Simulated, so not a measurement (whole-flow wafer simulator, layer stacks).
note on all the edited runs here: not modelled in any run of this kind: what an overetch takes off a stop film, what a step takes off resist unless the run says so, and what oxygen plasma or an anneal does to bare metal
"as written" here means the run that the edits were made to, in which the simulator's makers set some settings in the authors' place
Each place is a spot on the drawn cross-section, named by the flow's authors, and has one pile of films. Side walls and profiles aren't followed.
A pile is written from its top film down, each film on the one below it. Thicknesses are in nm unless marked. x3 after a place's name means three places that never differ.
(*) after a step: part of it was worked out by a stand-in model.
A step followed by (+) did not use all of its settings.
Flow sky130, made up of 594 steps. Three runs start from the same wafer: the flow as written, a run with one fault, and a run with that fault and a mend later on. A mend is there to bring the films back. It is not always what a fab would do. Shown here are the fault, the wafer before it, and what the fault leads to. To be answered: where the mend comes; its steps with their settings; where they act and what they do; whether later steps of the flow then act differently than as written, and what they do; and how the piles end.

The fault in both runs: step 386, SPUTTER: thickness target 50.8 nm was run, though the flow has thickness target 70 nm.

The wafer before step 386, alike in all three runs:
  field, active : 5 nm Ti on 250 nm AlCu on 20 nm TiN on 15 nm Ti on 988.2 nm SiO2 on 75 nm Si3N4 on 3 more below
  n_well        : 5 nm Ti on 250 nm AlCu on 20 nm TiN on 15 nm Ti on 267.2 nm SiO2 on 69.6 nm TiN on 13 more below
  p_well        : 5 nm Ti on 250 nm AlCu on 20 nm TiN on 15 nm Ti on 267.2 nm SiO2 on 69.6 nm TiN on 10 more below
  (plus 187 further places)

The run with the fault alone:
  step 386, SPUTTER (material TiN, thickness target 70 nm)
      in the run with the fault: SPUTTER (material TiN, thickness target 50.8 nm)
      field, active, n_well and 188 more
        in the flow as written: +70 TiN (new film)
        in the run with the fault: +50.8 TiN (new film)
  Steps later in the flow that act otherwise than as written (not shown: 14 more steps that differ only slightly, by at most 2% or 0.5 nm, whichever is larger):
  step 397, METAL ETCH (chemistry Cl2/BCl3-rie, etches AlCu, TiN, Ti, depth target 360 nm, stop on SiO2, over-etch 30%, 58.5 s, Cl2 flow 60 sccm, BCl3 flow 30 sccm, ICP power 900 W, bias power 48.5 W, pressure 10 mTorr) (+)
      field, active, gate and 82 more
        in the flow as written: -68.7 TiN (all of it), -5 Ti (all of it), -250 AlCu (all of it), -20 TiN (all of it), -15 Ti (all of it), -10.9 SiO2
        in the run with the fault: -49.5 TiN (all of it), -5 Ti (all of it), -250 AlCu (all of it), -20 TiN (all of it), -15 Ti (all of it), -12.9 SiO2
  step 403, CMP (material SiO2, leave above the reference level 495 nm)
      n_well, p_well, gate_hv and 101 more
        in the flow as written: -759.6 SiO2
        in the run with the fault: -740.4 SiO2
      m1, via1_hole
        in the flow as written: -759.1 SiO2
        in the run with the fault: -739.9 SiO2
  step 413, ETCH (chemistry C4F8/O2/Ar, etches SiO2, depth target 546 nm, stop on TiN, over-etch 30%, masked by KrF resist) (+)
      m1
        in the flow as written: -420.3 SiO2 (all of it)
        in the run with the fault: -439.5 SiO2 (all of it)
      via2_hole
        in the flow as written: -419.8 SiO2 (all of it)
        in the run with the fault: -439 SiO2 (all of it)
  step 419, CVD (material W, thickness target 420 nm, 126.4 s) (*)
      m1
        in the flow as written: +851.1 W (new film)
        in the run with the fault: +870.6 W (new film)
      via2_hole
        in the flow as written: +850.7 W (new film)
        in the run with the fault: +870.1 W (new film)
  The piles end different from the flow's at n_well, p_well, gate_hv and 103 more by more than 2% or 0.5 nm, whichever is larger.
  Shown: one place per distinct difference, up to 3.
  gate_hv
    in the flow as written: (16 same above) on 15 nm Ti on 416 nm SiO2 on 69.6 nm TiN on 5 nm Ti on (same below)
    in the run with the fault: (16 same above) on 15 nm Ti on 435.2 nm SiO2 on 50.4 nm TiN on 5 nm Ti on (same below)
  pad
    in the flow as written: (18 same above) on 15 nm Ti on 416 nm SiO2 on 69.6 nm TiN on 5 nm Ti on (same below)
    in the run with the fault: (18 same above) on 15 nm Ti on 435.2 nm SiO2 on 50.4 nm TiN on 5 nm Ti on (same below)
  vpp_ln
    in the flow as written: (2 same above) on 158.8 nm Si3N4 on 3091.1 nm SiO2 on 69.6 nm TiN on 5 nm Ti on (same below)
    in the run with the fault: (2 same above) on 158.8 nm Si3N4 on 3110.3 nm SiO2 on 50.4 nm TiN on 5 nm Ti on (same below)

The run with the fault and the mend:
  After step 386 comes the mend.
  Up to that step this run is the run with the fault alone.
  step 386a, SPUTTER (material TiN, thickness target 19.2 nm) (the flow's step 386 again, with other settings)
      field, active, n_well and 188 more
        +19.2 TiN
  Later steps of the flow that are run all act as written at every place that is followed.
  At every place that both follow, the piles at the end match the flow's.
